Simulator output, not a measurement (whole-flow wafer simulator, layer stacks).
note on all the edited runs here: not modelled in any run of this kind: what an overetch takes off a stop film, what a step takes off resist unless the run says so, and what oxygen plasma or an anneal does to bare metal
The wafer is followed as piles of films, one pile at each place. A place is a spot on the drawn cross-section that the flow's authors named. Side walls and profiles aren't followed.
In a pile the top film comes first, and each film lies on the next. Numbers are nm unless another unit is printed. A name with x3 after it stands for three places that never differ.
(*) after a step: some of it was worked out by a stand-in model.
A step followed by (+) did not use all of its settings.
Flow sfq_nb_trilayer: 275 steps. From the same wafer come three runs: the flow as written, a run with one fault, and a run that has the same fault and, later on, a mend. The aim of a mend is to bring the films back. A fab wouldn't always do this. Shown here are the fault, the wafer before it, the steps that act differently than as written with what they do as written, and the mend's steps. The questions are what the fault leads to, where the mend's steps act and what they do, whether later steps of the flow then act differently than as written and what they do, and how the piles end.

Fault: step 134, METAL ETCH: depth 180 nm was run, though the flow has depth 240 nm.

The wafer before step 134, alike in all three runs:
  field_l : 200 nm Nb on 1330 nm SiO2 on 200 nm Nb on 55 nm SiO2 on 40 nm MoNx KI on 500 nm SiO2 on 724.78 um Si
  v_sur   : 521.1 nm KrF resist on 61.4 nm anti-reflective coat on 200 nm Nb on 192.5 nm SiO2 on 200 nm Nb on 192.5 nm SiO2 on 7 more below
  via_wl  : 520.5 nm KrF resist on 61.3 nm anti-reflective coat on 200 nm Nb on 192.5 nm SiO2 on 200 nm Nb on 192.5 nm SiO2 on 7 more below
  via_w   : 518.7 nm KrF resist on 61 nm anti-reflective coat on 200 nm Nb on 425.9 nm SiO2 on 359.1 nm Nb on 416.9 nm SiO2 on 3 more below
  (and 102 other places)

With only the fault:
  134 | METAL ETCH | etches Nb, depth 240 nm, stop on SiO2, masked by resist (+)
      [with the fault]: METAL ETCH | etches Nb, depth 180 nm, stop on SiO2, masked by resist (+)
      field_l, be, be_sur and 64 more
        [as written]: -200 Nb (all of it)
        [with the fault]: -180 Nb
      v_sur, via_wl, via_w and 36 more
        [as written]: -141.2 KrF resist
        [with the fault]: -105.9 KrF resist
  Steps later in the flow that act otherwise than as written:
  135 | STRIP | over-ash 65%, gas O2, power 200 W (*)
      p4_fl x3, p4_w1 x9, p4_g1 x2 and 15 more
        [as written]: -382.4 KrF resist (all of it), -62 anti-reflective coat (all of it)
        [with the fault]: -417.7 KrF resist (all of it), -62 anti-reflective coat (all of it)
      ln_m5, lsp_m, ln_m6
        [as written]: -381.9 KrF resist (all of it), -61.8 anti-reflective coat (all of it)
        [with the fault]: -417.2 KrF resist (all of it), -61.8 anti-reflective coat (all of it)
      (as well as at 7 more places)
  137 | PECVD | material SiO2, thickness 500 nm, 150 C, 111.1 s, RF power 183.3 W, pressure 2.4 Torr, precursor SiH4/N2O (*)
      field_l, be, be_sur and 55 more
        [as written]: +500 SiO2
        [with the fault]: +500 SiO2 (new film)
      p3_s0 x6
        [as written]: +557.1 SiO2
        [with the fault]: +537.1 SiO2 (new film)
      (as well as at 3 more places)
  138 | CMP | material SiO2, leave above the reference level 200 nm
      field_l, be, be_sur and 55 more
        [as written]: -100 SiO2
        [with the fault]: -120 SiO2
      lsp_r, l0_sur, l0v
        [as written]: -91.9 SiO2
        [with the fault]: -112.7 SiO2
  The piles end different from the flow's at field_l, be, be_sur and 64 more by more than 2% or 0.5 nm, whichever is larger.
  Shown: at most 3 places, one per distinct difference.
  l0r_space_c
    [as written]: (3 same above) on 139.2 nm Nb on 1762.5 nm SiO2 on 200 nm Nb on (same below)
    [with the fault]: (3 same above) on 139.2 nm Nb on 372.5 nm SiO2 on 20 nm Nb on 1370 nm SiO2 on 200 nm Nb on (same below)
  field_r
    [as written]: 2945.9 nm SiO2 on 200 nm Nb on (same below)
    [with the fault]: 1555.9 nm SiO2 on 20 nm Nb on 1370 nm SiO2 on 200 nm Nb on (same below)
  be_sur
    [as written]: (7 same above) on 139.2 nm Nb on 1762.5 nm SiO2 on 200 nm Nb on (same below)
    [with the fault]: (7 same above) on 139.2 nm Nb on 372.5 nm SiO2 on 20 nm Nb on 1370 nm SiO2 on 200 nm Nb on (same below)

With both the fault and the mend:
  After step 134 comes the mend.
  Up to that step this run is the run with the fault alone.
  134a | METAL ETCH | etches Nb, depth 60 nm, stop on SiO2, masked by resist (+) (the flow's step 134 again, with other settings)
      field_l, be, be_sur and 64 more
        -20 Nb (all of it)
      v_sur, via_wl, via_w and 36 more
        -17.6 KrF resist
  Steps later in the flow that act otherwise than as written:
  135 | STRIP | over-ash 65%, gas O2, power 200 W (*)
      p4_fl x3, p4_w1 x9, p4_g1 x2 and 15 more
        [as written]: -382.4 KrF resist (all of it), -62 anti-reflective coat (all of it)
        [with the mend]: -400 KrF resist (all of it), -62 anti-reflective coat (all of it)
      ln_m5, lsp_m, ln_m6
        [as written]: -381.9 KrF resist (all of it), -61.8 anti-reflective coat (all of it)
        [with the mend]: -399.6 KrF resist (all of it), -61.8 anti-reflective coat (all of it)
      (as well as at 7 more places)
  By the end, the piles equal the flow's at every place that both follow.
